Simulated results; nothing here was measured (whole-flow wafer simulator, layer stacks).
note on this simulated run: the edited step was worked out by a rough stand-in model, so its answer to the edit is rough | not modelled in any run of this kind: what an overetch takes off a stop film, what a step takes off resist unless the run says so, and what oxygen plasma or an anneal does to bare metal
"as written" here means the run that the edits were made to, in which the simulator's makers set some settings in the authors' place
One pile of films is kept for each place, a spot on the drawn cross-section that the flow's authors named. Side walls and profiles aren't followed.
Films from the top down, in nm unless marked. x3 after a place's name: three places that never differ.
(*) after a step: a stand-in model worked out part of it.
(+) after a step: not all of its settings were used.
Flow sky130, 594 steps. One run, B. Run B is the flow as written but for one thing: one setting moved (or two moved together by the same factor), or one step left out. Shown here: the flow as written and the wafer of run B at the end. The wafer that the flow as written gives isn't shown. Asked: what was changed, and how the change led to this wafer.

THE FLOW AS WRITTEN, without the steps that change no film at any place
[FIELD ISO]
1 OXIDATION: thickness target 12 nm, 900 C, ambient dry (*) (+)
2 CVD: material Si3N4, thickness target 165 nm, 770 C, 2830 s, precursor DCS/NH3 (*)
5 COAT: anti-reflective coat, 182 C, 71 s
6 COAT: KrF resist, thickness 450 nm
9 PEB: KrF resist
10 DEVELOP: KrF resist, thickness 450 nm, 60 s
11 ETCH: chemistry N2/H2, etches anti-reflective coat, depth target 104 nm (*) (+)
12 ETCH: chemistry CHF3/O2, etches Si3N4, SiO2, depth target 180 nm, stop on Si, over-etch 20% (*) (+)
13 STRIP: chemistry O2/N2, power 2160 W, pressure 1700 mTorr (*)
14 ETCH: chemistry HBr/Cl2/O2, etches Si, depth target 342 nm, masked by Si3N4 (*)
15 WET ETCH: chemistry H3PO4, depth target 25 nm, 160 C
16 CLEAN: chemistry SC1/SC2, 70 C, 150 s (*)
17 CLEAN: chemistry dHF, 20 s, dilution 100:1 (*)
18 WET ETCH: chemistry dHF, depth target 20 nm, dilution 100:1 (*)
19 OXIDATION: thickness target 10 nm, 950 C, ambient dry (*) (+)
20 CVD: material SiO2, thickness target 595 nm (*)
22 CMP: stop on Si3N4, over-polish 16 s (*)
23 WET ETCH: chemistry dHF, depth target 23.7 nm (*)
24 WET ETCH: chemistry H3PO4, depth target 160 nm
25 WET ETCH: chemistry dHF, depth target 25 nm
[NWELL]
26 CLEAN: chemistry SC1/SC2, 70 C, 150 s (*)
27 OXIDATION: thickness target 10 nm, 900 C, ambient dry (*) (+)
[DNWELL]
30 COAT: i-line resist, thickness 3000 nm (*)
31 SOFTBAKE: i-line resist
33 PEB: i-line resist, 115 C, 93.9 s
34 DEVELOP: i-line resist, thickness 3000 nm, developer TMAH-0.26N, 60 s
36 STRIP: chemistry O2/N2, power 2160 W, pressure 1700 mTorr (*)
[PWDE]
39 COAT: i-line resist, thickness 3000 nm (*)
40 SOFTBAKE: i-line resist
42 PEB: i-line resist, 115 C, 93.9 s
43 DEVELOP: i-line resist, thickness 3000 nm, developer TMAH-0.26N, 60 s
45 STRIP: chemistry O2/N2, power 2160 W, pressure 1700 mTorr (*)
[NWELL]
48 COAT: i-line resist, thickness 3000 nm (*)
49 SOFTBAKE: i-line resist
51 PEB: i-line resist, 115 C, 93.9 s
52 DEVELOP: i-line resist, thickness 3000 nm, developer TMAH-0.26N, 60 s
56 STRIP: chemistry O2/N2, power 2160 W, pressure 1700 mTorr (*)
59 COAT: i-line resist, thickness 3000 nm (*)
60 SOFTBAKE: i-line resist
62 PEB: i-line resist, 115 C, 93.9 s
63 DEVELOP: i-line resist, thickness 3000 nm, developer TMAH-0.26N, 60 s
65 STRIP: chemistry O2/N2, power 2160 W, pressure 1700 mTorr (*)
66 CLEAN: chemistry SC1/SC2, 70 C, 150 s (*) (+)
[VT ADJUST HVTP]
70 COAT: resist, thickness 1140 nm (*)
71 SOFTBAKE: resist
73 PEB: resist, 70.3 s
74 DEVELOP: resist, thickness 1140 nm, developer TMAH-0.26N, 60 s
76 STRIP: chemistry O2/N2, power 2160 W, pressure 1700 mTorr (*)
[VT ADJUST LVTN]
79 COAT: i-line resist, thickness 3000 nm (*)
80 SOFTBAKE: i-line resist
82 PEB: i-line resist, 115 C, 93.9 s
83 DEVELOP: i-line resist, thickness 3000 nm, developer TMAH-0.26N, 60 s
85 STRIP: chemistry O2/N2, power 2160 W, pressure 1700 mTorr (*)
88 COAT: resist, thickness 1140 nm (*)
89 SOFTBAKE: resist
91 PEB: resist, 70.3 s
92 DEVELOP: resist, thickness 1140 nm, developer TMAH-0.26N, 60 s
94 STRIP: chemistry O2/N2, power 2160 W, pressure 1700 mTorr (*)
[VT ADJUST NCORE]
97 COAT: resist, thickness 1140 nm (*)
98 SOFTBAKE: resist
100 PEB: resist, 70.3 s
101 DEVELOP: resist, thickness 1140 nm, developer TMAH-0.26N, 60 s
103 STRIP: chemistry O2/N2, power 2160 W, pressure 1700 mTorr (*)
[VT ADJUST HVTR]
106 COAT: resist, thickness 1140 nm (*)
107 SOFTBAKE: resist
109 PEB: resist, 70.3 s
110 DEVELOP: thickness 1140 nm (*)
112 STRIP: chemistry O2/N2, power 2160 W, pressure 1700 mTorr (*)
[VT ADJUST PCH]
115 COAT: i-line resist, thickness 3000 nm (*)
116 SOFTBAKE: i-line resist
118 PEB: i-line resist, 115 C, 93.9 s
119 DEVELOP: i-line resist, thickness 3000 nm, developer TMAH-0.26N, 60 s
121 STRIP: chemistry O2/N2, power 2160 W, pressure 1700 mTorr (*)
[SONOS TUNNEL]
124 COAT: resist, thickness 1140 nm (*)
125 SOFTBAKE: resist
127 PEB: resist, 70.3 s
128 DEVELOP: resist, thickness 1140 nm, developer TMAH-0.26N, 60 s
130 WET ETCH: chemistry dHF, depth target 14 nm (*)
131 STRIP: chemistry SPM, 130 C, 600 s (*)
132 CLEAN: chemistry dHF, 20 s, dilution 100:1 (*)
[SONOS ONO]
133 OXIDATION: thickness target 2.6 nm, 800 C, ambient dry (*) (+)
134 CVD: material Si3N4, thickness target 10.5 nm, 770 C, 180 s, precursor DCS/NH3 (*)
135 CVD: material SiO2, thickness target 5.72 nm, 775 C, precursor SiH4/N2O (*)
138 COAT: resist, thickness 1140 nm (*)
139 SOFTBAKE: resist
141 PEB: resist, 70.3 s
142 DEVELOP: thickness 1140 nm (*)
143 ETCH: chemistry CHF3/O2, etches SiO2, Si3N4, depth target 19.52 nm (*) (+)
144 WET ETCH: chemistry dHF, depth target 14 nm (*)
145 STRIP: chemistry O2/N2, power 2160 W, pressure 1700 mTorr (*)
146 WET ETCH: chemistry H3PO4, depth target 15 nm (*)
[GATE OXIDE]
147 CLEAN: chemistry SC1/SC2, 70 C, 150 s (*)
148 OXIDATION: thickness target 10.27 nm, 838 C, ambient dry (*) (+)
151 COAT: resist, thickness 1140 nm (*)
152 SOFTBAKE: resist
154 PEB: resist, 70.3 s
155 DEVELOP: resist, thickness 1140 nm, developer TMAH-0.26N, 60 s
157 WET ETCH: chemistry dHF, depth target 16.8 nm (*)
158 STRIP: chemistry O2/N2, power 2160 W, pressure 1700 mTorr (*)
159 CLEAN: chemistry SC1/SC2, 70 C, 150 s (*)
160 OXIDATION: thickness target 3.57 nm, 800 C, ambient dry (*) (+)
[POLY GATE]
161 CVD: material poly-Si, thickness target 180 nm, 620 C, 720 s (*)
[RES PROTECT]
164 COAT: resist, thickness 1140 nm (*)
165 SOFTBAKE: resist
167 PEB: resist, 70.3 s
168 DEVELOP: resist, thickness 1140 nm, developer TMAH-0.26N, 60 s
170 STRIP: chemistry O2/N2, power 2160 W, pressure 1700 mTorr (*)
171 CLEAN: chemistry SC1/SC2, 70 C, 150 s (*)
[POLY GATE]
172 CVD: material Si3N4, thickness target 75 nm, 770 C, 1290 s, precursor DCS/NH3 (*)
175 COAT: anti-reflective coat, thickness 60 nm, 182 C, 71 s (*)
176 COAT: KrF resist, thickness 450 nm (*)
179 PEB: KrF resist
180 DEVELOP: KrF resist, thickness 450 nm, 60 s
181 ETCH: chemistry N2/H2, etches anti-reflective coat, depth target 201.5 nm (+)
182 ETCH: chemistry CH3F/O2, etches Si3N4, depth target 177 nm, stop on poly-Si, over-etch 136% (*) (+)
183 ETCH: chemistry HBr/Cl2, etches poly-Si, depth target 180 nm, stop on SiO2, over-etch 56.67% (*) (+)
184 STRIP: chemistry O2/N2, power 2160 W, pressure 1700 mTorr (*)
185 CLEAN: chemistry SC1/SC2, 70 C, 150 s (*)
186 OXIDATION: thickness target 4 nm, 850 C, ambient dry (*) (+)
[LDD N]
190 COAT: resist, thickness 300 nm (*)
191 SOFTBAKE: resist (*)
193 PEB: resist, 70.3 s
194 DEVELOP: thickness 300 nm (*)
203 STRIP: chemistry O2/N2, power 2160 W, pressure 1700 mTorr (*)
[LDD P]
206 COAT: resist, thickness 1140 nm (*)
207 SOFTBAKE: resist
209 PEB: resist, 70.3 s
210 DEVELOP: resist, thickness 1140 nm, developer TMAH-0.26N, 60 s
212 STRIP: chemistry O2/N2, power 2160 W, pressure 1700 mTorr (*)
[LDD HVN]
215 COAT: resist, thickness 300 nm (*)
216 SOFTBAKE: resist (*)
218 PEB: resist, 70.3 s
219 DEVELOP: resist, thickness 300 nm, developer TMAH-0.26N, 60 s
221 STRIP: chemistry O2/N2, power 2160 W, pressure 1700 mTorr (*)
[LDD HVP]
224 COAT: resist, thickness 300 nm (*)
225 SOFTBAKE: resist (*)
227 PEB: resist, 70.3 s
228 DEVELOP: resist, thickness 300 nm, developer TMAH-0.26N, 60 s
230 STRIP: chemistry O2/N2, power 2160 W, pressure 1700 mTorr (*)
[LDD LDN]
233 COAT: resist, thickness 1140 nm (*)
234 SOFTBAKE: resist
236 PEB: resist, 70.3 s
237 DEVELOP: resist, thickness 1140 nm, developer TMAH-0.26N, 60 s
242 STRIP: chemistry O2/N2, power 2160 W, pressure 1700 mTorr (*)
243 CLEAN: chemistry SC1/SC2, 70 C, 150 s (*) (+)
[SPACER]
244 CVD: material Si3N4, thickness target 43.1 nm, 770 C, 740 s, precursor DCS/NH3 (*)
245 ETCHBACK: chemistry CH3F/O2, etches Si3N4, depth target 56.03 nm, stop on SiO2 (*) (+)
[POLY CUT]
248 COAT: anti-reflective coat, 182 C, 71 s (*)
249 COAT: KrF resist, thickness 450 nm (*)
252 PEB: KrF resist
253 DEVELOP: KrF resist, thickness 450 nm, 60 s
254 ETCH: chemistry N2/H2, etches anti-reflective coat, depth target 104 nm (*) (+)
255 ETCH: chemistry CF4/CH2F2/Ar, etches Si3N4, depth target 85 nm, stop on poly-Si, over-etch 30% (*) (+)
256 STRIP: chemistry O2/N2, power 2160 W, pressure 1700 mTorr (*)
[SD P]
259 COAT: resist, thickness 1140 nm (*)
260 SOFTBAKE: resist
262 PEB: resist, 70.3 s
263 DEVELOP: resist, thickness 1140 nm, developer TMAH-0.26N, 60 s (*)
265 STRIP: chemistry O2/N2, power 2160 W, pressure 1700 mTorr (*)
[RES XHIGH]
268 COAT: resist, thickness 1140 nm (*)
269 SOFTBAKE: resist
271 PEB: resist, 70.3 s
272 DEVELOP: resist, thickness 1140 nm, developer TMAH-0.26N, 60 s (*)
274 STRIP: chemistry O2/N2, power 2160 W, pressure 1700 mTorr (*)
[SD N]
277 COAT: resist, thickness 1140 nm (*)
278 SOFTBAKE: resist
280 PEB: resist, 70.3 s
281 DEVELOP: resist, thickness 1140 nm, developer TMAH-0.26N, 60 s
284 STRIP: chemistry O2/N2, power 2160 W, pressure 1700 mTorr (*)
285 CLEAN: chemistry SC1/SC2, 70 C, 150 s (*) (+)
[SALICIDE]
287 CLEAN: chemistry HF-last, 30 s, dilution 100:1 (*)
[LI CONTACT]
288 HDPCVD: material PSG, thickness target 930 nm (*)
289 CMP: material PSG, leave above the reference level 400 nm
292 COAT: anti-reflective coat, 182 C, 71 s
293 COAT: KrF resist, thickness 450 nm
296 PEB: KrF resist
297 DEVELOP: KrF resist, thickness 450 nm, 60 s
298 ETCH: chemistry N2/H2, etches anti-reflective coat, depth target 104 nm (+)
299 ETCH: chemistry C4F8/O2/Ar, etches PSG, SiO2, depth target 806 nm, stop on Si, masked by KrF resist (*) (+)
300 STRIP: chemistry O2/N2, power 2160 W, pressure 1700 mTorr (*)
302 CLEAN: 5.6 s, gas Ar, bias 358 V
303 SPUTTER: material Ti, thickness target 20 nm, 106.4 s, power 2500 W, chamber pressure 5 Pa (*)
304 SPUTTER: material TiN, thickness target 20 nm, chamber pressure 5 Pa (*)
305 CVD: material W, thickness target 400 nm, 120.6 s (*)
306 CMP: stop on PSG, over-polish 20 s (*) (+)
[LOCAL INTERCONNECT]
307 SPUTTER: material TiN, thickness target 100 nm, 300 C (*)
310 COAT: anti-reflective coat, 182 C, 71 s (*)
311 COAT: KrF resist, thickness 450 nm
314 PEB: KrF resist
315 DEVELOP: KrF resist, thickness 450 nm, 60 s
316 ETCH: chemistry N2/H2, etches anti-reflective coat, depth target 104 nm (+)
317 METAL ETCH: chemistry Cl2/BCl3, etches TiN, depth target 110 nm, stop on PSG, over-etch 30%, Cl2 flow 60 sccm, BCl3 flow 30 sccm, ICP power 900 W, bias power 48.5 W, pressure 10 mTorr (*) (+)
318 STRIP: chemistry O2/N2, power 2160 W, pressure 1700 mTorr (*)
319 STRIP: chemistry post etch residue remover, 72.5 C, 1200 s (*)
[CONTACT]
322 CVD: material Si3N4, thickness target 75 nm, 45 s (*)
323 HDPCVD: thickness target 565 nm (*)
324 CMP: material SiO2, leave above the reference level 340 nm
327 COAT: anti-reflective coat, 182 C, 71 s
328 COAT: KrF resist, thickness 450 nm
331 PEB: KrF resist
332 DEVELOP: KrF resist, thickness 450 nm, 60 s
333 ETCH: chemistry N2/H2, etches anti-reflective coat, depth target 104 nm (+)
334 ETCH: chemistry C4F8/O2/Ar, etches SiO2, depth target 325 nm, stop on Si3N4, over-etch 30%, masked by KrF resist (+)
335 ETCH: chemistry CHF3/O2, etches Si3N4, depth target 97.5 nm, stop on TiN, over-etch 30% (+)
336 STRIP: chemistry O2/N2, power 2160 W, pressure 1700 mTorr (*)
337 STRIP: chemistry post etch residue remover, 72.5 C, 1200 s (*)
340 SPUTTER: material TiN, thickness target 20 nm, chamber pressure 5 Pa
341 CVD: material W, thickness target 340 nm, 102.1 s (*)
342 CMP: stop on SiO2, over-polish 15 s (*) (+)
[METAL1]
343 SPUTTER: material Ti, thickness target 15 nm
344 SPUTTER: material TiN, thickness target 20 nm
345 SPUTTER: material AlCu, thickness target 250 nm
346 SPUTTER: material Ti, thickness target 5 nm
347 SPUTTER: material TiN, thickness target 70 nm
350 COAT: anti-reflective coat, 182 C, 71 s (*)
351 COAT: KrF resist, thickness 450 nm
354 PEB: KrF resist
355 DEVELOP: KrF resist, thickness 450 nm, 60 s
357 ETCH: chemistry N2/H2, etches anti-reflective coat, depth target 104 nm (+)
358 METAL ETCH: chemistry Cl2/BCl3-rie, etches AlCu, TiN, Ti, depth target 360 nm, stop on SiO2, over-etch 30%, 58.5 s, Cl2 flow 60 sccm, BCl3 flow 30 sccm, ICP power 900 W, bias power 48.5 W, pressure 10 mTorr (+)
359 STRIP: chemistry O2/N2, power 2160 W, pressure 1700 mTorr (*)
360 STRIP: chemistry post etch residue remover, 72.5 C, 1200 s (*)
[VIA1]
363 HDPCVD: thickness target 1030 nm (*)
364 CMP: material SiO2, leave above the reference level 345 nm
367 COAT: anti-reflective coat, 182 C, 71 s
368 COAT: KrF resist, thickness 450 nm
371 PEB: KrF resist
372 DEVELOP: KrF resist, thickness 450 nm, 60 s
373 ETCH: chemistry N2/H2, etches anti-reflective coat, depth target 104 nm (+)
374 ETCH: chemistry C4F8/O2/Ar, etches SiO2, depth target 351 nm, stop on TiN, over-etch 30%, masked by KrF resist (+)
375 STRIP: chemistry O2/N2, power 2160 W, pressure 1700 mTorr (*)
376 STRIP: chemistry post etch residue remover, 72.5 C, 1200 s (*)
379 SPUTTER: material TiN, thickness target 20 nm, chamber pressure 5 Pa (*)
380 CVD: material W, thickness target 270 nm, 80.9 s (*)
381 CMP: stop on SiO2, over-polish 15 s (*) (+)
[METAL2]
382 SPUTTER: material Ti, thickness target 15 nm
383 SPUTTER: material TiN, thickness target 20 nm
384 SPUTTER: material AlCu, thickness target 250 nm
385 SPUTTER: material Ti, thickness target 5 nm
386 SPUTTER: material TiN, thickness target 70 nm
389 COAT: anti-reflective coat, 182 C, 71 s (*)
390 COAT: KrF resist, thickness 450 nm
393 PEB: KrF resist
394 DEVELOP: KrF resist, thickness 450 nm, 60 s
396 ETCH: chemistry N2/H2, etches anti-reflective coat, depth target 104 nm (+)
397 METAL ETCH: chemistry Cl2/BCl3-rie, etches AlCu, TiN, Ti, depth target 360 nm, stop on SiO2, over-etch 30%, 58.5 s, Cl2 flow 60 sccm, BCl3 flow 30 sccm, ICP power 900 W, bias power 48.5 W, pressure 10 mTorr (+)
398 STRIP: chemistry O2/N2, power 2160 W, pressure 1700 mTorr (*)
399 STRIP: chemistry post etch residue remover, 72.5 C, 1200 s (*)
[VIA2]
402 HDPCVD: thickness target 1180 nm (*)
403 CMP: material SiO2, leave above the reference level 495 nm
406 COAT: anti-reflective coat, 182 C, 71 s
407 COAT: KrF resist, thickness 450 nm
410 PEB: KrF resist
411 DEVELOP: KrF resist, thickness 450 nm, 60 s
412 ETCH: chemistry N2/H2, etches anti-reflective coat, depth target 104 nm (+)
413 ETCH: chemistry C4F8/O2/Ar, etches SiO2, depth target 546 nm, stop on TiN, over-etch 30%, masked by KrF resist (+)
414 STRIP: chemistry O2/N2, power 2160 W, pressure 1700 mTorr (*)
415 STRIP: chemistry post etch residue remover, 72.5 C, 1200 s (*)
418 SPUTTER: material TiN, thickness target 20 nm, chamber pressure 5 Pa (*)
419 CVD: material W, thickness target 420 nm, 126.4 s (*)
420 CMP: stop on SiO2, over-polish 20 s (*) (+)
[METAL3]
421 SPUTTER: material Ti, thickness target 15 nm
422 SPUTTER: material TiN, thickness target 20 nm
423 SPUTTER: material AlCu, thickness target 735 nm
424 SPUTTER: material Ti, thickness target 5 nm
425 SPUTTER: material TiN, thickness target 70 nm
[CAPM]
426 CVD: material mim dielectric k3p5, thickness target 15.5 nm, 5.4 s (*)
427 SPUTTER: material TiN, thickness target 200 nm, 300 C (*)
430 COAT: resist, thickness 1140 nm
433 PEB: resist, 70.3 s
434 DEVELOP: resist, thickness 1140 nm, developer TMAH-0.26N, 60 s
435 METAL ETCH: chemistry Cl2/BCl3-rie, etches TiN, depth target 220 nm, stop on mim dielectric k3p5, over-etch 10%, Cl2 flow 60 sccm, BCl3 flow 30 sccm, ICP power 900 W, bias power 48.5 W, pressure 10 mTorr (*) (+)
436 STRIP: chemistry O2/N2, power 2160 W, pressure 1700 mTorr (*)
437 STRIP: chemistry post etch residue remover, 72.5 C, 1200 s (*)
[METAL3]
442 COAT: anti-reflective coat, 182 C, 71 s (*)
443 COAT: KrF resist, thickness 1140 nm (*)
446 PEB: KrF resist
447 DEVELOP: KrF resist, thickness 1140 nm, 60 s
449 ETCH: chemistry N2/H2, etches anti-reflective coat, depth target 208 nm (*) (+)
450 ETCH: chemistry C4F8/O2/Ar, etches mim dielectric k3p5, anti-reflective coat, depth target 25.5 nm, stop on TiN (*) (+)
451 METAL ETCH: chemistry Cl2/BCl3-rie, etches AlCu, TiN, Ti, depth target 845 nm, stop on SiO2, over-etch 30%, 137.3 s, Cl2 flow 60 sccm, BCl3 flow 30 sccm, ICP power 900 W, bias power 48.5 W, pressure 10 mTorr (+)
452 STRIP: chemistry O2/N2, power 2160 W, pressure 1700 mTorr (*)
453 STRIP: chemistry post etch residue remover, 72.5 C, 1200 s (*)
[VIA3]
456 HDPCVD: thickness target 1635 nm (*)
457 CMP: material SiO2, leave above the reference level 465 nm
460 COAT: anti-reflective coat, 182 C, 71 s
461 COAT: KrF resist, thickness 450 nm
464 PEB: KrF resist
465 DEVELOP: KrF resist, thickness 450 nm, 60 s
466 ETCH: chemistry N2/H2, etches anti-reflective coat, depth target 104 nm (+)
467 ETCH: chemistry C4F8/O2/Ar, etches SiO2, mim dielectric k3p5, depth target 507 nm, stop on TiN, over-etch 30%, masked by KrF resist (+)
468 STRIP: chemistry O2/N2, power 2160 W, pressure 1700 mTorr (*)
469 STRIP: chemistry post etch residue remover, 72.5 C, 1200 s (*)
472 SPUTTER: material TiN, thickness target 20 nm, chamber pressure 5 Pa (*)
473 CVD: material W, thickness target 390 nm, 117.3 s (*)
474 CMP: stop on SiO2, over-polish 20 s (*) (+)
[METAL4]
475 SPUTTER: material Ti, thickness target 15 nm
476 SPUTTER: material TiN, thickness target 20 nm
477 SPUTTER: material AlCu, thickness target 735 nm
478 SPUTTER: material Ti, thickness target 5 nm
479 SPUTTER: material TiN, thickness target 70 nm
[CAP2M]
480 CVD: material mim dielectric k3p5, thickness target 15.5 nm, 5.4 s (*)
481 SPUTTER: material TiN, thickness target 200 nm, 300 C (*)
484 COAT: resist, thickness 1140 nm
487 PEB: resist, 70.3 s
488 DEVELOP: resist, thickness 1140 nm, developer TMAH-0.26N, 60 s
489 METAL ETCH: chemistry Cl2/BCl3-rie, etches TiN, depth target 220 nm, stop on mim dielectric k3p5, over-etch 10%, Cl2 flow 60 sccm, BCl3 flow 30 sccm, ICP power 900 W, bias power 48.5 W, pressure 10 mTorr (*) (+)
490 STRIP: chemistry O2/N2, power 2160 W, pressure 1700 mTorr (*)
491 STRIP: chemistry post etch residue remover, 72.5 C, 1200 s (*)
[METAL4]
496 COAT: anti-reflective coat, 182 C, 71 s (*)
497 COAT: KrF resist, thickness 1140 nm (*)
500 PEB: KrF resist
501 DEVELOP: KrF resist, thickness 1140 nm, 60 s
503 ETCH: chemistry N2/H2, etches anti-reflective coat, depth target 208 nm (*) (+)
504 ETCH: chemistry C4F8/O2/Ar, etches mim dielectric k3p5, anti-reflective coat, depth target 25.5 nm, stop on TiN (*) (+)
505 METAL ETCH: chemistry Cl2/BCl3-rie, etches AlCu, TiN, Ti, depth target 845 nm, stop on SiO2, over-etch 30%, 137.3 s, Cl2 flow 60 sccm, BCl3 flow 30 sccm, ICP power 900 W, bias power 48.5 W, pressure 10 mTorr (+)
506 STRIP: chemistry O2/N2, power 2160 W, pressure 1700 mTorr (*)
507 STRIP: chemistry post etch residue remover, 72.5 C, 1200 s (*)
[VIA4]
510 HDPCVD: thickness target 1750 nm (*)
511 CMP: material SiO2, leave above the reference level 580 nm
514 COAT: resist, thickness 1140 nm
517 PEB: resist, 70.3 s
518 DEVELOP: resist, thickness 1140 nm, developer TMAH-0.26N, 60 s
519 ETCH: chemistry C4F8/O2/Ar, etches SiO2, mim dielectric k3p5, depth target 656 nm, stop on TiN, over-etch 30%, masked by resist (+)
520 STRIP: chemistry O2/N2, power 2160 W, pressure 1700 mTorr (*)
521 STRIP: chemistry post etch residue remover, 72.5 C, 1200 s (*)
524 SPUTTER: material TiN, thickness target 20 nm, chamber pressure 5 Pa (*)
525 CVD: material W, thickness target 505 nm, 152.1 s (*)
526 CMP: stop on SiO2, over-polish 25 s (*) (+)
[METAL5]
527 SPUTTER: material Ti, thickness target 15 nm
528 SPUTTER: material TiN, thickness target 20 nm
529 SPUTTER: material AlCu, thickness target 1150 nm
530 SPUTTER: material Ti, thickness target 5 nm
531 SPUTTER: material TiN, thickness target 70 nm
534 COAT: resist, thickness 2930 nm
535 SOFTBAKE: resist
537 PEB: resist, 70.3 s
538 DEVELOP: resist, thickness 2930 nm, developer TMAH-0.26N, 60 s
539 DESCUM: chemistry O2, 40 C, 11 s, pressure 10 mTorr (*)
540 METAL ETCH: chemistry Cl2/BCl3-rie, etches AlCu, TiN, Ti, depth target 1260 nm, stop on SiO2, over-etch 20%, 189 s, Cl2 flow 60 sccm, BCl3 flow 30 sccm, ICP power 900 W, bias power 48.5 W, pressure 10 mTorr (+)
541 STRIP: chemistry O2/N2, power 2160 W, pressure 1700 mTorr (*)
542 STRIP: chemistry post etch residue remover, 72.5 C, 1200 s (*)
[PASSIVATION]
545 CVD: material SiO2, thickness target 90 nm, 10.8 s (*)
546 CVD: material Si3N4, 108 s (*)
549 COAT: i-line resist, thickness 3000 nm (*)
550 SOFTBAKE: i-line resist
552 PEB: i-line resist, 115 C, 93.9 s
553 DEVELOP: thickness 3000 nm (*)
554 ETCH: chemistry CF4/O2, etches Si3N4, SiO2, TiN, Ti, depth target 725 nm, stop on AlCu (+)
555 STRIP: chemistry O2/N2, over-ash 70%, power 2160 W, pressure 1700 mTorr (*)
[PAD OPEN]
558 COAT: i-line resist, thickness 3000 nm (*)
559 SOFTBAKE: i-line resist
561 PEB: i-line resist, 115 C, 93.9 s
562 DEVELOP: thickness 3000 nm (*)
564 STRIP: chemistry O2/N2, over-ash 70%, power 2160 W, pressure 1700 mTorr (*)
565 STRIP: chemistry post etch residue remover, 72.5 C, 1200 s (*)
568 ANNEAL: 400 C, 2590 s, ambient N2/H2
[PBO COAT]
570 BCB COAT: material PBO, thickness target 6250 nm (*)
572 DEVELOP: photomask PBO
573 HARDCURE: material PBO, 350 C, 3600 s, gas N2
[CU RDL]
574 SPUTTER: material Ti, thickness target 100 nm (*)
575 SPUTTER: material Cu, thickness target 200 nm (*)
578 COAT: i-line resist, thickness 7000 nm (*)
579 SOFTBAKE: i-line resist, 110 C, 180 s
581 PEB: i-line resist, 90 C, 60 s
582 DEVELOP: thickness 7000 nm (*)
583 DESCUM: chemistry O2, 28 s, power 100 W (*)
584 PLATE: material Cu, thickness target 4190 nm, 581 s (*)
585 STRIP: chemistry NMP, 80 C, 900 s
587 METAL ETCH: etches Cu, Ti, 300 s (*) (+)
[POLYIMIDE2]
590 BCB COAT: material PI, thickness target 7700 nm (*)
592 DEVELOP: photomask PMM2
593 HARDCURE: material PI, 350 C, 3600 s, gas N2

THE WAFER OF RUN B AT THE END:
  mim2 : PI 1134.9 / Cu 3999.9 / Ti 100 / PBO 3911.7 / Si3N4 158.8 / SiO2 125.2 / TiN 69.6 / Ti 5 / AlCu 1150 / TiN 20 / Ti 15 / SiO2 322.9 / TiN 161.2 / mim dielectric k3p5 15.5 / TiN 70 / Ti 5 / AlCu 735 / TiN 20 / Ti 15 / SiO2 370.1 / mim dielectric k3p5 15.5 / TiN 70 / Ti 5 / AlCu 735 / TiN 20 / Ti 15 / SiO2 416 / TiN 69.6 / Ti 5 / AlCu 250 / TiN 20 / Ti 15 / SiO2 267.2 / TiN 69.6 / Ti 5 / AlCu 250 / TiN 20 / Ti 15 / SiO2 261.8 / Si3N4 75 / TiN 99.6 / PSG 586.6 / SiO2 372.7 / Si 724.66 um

The cause: step 481, SPUTTER: thickness target 162 nm was run, where the flow has thickness target 200 nm.

How the change led to this, step by step:
  481 SPUTTER: material TiN, thickness target 200 nm, 300 C (*)
      field, active, n_well and 189 more: TiN +162 (new film) (as written it would be: TiN +200 (new film))
  489 METAL ETCH: chemistry Cl2/BCl3-rie, etches TiN, depth target 220 nm, stop on mim dielectric k3p5, over-etch 10%, Cl2 flow 60 sccm, BCl3 flow 30 sccm, ICP power 900 W, bias power 48.5 W, pressure 10 mTorr (*) (+)
      field, active, n_well and 188 more: TiN -162 (all of it) (as written it would be: TiN -200 (all of it))
      mim2: resist -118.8 (as written it would be: resist -146.7)
  490 STRIP: chemistry O2/N2, power 2160 W, pressure 1700 mTorr (*)
      mim2: resist -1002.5 (all of it) (as written it would be: resist -974.6 (all of it))
  496 COAT: anti-reflective coat, 182 C, 71 s (*)
      iso_guard__w2: anti-reflective coat +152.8 (new film) (as written it would be: anti-reflective coat +177.8 (new film))
      mim2: anti-reflective coat +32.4 (new film) (as written it would be: anti-reflective coat +40.3 (new film))
  497 COAT: KrF resist, thickness 1140 nm (*)
      mim2: KrF resist +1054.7 (new film) (as written it would be: KrF resist +1018.9 (new film))
  506 STRIP: chemistry O2/N2, power 2160 W, pressure 1700 mTorr (*)
      iso_guard__w2: KrF resist -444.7 (all of it), anti-reflective coat -152.8 (all of it) (as written it would be: KrF resist -427.9 (all of it), anti-reflective coat -177.8 (all of it))
      mim2: KrF resist -407.8 (all of it), anti-reflective coat -32.4 (all of it) (as written it would be: KrF resist -372.1 (all of it), anti-reflective coat -40.3 (all of it))
  511 CMP: material SiO2, leave above the reference level 580 nm
      mim2: SiO2 -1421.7 (as written it would be: SiO2 -1459.7)
